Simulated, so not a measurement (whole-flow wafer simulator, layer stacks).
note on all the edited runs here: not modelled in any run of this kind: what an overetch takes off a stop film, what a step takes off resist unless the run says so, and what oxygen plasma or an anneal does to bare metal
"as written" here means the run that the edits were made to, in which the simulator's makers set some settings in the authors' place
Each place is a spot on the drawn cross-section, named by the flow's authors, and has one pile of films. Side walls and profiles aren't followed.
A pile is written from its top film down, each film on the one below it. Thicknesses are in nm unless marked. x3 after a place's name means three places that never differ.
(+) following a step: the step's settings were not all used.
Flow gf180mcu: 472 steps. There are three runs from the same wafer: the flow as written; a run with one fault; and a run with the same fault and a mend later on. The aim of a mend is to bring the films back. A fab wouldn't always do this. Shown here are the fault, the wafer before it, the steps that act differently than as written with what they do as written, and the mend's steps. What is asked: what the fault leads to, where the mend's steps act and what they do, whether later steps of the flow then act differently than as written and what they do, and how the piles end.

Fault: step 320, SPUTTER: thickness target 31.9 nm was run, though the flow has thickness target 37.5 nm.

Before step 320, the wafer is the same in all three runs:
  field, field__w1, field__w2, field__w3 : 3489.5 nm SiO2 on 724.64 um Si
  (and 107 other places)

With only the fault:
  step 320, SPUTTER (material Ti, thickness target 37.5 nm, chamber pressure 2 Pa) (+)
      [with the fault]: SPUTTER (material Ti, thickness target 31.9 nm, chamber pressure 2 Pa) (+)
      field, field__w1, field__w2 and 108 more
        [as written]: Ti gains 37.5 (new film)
        [with the fault]: Ti gains 31.9 (new film)
  Steps later in the flow that act otherwise than as written (not shown: 1 more step that differs only slightly, by at most 2% or 0.5 nm, whichever is larger):
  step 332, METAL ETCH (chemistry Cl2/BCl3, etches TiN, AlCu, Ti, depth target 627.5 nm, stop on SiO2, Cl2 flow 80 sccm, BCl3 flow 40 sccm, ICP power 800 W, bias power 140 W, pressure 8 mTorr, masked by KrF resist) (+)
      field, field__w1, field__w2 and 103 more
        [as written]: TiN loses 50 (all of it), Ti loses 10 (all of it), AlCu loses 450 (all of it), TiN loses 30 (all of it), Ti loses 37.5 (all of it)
        [with the fault]: TiN loses 50 (all of it), Ti loses 10 (all of it), AlCu loses 450 (all of it), TiN loses 30 (all of it), Ti loses 31.9 (all of it)
  By the end, the piles at field__w8, contact, m1, m1__w1, m1_nw depart from the flow's by more than 2% or 0.5 nm, whichever is larger.
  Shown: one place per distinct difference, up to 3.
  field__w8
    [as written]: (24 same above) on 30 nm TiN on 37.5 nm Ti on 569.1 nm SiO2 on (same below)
    [with the fault]: (24 same above) on 30 nm TiN on 31.9 nm Ti on 569.1 nm SiO2 on (same below)
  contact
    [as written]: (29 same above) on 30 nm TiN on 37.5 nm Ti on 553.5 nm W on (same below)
    [with the fault]: (29 same above) on 30 nm TiN on 31.9 nm Ti on 553.5 nm W on (same below)

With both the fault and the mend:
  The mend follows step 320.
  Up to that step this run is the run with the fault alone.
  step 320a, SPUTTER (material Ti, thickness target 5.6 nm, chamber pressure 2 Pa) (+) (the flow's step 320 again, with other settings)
      field, field__w1, field__w2 and 108 more
        Ti gains 5.6
  Later steps of the flow that are run all act as written at every place that is followed.
  At every place that both follow, the piles at the end match the flow's.
